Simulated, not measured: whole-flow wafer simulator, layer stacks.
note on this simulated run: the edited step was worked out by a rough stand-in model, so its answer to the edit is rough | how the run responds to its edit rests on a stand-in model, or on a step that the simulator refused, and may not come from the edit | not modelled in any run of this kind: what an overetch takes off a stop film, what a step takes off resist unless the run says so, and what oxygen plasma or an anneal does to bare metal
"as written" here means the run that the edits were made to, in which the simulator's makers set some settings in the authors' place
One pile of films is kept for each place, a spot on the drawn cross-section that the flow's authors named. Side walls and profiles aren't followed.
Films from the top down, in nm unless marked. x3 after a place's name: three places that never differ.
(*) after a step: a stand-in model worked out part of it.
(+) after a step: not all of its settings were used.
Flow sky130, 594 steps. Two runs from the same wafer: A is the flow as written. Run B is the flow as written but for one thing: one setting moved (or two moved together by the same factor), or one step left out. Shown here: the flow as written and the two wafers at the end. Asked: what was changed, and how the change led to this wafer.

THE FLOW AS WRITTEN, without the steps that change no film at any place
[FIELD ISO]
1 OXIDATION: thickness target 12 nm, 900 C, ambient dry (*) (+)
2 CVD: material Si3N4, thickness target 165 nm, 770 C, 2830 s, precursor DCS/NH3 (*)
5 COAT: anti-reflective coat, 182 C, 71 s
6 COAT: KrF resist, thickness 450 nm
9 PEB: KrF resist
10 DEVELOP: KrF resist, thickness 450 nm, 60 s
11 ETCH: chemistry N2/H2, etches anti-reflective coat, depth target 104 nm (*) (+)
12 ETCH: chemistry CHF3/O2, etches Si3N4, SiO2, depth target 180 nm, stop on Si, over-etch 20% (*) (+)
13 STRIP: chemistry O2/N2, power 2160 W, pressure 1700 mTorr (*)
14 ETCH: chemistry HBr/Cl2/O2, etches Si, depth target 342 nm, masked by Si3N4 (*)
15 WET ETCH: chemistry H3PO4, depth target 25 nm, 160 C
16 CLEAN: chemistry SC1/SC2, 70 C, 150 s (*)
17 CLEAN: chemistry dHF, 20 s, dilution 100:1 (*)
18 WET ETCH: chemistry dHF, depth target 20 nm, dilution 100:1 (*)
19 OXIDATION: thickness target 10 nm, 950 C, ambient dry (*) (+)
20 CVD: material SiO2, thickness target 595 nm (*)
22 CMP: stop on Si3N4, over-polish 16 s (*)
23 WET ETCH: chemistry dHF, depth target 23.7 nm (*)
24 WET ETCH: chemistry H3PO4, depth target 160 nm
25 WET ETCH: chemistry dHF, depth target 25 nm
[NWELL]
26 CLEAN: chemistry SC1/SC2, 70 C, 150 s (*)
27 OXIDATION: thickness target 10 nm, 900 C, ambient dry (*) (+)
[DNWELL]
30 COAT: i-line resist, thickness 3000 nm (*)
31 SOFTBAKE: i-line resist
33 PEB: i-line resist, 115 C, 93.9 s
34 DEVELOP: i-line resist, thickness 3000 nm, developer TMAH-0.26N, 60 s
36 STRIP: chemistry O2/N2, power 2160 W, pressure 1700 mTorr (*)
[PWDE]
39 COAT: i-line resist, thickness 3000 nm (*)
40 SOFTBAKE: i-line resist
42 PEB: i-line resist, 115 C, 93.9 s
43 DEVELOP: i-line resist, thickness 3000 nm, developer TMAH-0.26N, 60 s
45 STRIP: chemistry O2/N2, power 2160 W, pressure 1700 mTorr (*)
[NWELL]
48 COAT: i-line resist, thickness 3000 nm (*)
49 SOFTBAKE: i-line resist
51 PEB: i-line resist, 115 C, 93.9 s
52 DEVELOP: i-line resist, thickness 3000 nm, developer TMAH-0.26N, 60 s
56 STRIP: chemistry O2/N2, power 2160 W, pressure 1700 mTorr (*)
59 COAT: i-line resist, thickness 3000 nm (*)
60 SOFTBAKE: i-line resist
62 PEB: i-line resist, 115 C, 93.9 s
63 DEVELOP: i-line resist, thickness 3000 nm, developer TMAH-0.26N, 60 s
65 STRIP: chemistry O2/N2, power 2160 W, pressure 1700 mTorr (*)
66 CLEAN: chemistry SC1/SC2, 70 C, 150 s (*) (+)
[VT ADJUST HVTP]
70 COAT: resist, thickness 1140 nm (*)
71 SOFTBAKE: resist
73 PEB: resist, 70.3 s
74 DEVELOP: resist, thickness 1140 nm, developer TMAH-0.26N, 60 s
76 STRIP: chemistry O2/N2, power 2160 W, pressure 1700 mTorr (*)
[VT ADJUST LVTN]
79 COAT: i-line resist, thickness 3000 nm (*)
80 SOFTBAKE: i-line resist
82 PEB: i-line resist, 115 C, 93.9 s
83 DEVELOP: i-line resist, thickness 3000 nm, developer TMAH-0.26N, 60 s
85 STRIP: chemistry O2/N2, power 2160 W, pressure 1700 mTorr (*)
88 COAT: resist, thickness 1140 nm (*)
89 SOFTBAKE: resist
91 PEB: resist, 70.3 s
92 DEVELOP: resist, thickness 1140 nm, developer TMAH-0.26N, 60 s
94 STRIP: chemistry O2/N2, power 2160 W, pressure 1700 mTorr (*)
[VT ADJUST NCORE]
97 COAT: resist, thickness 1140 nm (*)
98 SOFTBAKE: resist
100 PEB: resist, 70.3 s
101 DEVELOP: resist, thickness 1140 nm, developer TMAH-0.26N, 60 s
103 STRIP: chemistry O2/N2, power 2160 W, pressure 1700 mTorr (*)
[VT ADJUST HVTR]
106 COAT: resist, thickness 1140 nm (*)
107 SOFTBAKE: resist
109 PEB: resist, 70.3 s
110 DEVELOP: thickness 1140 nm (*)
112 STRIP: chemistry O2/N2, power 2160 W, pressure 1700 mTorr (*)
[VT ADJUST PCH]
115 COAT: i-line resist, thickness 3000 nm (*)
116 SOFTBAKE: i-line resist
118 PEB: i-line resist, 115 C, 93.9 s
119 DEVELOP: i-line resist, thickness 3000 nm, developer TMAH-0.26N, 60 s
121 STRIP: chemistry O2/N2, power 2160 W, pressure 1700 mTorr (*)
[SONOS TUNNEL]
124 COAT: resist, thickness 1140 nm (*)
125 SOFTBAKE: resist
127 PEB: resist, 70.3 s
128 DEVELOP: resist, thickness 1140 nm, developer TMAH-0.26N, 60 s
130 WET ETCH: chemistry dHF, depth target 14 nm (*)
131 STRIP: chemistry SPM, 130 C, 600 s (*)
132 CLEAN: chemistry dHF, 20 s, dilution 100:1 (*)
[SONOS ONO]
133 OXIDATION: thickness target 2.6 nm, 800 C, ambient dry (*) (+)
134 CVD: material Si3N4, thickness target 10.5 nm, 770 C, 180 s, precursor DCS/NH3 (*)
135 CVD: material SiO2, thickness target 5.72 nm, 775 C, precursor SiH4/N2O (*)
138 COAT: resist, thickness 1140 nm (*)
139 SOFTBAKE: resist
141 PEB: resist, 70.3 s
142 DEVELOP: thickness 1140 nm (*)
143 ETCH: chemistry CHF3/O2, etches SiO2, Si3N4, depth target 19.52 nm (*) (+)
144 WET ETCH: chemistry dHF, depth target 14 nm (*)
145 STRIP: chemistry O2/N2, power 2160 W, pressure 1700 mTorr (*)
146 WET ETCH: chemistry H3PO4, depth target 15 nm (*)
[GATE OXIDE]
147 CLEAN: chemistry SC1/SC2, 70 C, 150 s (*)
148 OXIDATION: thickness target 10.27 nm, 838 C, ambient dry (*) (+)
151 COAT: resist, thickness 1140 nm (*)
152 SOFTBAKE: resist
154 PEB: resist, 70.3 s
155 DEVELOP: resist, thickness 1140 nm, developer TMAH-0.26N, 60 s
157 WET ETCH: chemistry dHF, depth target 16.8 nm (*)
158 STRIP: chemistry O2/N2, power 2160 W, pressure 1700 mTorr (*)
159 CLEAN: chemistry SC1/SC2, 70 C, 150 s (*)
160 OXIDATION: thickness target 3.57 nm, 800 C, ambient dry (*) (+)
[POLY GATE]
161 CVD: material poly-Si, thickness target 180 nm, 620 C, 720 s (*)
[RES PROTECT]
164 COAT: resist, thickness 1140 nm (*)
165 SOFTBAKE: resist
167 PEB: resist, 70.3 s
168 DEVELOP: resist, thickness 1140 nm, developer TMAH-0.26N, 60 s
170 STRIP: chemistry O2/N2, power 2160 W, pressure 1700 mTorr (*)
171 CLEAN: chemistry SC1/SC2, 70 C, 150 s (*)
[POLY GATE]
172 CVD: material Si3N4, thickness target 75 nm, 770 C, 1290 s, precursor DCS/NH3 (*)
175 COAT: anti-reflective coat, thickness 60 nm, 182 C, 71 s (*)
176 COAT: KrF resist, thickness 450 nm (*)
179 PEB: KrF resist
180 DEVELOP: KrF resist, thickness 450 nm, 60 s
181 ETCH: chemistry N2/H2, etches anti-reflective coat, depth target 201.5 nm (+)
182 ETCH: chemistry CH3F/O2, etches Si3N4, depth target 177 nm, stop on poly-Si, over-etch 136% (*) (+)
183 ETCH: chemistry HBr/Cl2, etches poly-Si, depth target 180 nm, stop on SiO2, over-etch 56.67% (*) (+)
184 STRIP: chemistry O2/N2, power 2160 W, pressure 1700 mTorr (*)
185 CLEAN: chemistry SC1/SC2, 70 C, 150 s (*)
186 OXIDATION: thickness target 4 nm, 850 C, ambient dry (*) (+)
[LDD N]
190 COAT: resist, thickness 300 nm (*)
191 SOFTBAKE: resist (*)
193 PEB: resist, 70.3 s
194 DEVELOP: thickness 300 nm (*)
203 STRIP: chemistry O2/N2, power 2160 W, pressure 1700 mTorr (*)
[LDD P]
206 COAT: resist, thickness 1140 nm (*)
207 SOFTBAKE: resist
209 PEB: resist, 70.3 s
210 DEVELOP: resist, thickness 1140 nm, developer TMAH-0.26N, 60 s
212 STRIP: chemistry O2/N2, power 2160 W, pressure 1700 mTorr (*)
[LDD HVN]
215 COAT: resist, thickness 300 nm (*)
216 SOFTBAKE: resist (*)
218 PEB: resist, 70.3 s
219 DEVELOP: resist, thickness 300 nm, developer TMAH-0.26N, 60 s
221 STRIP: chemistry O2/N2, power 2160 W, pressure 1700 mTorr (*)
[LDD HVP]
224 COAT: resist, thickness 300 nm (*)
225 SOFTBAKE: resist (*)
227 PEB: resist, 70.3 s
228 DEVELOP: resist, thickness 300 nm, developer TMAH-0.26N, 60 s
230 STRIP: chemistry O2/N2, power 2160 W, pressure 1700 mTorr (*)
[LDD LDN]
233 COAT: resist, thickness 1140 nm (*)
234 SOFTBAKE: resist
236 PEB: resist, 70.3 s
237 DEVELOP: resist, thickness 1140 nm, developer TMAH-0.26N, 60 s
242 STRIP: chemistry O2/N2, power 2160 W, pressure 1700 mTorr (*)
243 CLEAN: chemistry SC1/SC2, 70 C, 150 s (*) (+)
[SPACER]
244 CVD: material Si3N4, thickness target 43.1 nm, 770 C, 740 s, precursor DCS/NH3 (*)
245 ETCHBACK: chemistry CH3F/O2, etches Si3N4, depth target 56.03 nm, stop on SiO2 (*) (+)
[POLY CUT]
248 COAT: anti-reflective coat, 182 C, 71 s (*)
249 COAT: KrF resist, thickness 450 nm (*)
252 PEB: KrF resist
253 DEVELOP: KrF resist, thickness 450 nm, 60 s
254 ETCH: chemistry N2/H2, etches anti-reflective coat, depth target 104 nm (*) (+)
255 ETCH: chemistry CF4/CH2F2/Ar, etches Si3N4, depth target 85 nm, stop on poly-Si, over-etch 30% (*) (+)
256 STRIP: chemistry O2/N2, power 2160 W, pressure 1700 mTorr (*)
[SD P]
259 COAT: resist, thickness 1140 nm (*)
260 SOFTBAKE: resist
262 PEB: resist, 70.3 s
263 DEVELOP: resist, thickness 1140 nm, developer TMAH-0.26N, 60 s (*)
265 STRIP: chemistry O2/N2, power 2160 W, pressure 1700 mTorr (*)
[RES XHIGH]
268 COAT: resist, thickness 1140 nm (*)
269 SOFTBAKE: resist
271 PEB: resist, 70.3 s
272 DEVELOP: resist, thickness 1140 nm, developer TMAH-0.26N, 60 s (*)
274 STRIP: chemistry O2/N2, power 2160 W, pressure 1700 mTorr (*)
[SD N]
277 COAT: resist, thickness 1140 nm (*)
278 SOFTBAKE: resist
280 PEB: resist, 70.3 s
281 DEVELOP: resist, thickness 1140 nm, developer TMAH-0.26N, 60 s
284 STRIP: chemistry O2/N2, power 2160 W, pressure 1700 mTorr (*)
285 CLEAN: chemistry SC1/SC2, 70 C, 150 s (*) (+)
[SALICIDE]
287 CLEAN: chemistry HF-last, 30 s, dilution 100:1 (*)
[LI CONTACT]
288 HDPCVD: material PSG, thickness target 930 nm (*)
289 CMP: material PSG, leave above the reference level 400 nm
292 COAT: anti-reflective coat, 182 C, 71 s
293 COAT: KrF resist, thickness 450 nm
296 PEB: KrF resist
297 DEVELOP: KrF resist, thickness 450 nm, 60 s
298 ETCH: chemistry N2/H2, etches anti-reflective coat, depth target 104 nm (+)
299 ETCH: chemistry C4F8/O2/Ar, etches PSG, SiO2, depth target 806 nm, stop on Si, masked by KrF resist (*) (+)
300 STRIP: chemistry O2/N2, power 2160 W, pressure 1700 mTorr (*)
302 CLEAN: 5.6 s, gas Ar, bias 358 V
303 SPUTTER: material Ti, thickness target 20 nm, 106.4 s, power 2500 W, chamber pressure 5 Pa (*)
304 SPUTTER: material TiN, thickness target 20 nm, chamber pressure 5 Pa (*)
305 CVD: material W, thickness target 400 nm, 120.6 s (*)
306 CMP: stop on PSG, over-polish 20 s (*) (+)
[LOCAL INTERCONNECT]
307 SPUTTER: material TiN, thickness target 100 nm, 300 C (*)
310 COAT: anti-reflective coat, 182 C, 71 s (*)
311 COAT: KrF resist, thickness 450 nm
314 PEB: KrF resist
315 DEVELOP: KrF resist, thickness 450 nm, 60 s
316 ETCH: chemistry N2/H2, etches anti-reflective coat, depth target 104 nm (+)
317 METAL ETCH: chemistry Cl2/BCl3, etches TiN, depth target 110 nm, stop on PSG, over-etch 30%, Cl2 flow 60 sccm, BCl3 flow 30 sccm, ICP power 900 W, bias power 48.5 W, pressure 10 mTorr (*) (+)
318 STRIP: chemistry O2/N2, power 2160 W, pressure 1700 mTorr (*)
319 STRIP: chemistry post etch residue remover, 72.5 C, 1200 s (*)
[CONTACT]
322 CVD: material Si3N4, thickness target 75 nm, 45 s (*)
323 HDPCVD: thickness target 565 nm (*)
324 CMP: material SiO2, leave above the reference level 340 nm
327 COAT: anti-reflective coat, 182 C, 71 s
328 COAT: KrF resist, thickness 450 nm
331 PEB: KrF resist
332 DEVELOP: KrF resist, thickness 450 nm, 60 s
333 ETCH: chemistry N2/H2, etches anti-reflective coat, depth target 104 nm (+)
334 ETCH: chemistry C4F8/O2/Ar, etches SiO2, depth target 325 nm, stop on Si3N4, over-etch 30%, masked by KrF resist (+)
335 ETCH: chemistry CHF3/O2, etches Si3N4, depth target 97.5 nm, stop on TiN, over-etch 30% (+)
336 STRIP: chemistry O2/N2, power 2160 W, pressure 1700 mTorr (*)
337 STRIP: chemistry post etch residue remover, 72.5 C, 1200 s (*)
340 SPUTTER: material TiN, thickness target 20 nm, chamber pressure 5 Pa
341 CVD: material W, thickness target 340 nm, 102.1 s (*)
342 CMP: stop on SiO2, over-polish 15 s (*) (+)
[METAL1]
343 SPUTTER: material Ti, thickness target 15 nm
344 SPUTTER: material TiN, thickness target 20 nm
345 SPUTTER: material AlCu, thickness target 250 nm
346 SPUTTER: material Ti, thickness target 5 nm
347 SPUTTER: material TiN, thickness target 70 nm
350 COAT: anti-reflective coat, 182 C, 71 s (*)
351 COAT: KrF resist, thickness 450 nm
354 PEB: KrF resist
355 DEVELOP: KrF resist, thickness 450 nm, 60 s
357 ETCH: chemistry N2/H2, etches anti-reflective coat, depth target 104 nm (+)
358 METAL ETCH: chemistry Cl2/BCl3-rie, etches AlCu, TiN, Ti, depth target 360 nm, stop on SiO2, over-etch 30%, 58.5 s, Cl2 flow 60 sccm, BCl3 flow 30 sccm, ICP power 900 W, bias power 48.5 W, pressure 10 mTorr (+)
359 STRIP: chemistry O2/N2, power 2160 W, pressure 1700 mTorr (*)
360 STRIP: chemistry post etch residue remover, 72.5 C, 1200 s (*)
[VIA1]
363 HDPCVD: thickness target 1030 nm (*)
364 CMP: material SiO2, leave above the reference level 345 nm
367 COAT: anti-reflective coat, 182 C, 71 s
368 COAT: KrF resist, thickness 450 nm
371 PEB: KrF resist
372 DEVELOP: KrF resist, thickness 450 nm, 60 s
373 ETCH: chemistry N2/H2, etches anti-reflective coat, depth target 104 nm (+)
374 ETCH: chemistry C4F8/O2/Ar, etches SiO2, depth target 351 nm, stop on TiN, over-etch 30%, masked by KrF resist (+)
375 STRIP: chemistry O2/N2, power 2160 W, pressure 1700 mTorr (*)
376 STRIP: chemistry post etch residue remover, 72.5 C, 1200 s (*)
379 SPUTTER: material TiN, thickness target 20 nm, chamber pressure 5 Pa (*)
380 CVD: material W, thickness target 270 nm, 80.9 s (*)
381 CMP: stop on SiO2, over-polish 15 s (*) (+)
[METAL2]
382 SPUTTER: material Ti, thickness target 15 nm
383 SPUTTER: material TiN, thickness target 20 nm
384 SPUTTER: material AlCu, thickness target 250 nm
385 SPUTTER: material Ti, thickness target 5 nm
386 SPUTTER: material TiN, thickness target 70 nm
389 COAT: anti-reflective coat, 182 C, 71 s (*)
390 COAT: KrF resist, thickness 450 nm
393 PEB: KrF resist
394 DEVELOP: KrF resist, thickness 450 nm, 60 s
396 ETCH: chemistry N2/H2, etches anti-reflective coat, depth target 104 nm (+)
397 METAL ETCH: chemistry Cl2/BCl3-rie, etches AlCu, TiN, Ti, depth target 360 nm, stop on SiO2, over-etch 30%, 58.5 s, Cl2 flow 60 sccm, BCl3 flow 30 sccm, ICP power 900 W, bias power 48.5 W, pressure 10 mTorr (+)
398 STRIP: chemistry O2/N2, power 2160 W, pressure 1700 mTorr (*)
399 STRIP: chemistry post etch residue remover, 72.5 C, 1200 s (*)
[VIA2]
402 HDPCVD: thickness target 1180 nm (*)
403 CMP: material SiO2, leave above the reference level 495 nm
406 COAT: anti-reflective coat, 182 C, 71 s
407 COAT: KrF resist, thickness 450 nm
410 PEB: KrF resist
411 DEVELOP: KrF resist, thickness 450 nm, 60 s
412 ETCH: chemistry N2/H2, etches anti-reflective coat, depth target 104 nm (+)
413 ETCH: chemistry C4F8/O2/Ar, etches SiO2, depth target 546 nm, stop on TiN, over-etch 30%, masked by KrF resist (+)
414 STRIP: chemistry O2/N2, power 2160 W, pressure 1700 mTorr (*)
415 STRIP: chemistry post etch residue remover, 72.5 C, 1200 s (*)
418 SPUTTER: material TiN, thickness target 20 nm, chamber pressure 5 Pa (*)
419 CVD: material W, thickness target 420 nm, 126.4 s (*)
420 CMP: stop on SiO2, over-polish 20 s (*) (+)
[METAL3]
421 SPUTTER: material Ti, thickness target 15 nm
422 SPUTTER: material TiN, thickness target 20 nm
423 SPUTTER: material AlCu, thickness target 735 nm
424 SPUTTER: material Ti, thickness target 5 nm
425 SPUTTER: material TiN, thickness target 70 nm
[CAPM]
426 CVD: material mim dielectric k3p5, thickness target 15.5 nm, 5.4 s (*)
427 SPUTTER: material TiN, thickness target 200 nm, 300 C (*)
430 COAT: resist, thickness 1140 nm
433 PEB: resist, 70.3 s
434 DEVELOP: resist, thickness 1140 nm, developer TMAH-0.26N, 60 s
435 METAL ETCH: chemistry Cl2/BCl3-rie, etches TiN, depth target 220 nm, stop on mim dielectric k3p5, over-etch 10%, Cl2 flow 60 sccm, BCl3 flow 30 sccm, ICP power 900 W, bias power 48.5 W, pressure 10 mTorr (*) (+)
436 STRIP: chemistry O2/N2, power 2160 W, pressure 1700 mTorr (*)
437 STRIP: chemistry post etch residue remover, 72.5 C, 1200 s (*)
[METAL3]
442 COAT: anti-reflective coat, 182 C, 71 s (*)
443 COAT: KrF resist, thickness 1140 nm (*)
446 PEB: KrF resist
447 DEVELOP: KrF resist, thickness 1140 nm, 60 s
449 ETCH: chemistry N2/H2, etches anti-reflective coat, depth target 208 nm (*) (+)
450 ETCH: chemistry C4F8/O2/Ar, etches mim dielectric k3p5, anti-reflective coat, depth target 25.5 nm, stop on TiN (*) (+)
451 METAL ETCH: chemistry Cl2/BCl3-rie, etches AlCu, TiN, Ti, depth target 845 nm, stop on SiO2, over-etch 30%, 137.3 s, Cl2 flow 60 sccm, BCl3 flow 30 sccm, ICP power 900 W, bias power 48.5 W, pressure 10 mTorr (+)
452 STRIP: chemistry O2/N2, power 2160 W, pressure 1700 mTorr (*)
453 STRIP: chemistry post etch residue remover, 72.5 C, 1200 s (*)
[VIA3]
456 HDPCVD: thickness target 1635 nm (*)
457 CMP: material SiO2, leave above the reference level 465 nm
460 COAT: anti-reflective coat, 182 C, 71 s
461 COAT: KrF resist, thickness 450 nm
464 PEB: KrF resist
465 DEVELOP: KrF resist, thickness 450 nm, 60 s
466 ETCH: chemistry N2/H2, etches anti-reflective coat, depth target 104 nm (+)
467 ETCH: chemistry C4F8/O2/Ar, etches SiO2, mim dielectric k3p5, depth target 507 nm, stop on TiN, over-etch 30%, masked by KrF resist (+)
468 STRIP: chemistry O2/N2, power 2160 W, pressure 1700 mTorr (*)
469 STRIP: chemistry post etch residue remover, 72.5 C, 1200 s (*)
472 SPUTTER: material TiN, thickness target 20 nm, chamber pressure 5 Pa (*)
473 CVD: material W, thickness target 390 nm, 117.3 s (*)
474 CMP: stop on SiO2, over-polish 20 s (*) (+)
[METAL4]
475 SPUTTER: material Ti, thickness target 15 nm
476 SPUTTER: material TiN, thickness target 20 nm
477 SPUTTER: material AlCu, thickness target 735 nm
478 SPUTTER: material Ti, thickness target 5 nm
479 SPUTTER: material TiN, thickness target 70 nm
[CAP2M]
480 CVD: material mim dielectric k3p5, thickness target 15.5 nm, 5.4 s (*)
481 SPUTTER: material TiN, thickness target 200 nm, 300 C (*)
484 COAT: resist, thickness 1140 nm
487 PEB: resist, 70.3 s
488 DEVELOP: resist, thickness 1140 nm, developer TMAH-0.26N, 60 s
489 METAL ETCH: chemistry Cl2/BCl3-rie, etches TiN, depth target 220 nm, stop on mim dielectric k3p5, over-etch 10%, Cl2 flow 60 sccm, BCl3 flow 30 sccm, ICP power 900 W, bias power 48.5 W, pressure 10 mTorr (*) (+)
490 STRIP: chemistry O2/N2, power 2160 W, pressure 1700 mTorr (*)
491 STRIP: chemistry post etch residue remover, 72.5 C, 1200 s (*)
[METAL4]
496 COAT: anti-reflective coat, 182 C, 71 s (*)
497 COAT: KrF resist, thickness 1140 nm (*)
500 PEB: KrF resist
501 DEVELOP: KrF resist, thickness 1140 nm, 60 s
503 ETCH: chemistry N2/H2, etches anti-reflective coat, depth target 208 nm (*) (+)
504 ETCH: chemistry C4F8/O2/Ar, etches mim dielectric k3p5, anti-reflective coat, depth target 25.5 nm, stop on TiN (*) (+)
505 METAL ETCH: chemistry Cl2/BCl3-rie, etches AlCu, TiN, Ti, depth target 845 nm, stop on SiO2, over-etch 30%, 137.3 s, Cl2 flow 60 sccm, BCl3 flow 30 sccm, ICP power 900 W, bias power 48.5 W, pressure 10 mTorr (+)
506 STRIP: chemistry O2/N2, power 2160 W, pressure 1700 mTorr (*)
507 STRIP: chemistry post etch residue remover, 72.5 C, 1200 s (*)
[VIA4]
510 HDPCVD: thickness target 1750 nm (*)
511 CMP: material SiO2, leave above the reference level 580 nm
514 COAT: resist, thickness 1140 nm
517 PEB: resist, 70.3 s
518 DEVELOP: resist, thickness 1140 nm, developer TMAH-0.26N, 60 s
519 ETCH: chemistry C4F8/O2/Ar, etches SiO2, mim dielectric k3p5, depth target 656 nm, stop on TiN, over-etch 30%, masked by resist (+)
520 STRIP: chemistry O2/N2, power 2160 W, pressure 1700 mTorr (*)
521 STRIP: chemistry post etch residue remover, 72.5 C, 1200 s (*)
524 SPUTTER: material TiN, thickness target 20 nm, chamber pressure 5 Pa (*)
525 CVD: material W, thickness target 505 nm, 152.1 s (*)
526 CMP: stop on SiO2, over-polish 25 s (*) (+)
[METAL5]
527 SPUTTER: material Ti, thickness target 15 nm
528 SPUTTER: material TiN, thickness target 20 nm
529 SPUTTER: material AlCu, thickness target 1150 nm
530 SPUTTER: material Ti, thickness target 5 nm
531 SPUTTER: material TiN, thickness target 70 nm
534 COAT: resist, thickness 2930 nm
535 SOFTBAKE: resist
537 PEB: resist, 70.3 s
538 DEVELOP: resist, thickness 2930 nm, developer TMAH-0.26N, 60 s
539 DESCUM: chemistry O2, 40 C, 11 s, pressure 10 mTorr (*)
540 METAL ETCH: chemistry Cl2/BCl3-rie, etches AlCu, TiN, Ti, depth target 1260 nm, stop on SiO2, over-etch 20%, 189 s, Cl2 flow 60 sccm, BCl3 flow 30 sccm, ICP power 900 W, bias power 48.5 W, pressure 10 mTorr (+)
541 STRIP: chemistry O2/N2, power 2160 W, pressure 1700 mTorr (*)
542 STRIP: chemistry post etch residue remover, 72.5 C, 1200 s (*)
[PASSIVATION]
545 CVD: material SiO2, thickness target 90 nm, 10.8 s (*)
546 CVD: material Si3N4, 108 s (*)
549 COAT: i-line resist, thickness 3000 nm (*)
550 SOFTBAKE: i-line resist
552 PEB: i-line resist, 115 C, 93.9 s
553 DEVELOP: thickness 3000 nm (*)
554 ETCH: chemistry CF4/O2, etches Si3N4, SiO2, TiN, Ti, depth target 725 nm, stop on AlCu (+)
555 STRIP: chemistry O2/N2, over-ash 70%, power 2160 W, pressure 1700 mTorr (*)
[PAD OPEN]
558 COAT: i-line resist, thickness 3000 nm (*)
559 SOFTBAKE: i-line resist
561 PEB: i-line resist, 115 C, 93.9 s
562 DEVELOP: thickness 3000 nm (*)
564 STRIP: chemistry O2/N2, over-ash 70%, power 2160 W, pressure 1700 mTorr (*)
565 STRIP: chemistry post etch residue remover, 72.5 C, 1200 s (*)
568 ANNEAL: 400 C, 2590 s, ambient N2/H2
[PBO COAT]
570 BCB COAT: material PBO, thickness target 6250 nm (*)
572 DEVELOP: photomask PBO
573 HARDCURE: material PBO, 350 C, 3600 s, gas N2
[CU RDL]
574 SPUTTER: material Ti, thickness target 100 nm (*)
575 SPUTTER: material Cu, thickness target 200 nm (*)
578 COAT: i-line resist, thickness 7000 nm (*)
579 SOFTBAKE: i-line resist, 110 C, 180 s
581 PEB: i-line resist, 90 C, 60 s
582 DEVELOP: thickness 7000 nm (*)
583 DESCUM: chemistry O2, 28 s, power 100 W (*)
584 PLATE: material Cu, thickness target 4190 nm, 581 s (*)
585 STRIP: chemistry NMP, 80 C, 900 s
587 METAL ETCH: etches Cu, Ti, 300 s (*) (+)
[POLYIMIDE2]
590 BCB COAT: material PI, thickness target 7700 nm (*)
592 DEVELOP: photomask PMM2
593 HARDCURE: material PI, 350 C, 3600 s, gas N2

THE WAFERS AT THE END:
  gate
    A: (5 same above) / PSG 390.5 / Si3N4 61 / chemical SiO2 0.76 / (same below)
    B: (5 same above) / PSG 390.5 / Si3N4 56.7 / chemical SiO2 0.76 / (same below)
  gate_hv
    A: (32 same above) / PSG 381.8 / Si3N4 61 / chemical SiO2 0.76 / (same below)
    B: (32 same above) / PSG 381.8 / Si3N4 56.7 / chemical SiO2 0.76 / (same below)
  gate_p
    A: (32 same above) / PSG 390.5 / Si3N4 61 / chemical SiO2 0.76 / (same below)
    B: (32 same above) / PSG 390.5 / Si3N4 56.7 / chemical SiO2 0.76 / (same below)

The cause: step 244, CVD: thickness target 38.8 nm was run, where the flow has thickness target 43.1 nm; step 244, CVD: 666 s was run, where the flow has 740 s.

How the change led to this, step by step:
  244 CVD: material Si3N4, thickness target 43.1 nm, 770 C, 740 s, precursor DCS/NH3 (*)
      field, active, p_well and 101 more: A Si3N4 +43.1 (new film) | B Si3N4 +38.8 (new film)
      n_well, gate, gate_hv and 74 more: A Si3N4 +43.1 | B Si3N4 +38.8
  245 ETCHBACK: chemistry CH3F/O2, etches Si3N4, depth target 56.03 nm, stop on SiO2 (*) (+)
      field, active, p_well and 101 more: A Si3N4 -43.1 (all of it), SiO2 -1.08 | B Si3N4 -38.8 (all of it), SiO2 -1.44
  248 COAT: anti-reflective coat, 182 C, 71 s (*)
      gate_hv: A anti-reflective coat +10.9 (new film) | B anti-reflective coat +11.9 (new film)
      mim: A anti-reflective coat +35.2 (new film) | B anti-reflective coat +36.7 (new film)
      (and at 25 more places)
  254 ETCH: chemistry N2/H2, etches anti-reflective coat, depth target 104 nm (*) (+)
      rxpo_ln: A anti-reflective coat -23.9 (all of it), Si3N4 -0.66 | B anti-reflective coat -22.9 (all of it), Si3N4 -0.68
  255 ETCH: chemistry CF4/CH2F2/Ar, etches Si3N4, depth target 85 nm, stop on poly-Si, over-etch 30% (*) (+)
      field, active, n_well and 180 more: A KrF resist -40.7 | B KrF resist -37.9
      rpo_wd, rxpo_wd: A Si3N4 -61.6 (all of it), chemical SiO2 -0.75 (all of it) | B Si3N4 -57.3 (all of it), chemical SiO2 -0.75 (all of it)
      (and at 5 more places)
  256 STRIP: chemistry O2/N2, power 2160 W, pressure 1700 mTorr (*)
      n_well: A KrF resist -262 (all of it), anti-reflective coat -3 (all of it) | B KrF resist -267.8 (all of it), anti-reflective coat -3 (all of it)
      gate_hv: A KrF resist -314.7 (all of it), anti-reflective coat -10.9 (all of it) | B KrF resist -318.1 (all of it), anti-reflective coat -11.9 (all of it)
      (and at 29 more places)
  306 CMP: stop on PSG, over-polish 20 s (*) (+)
      poly_licon: A W -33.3 | B W -37.6
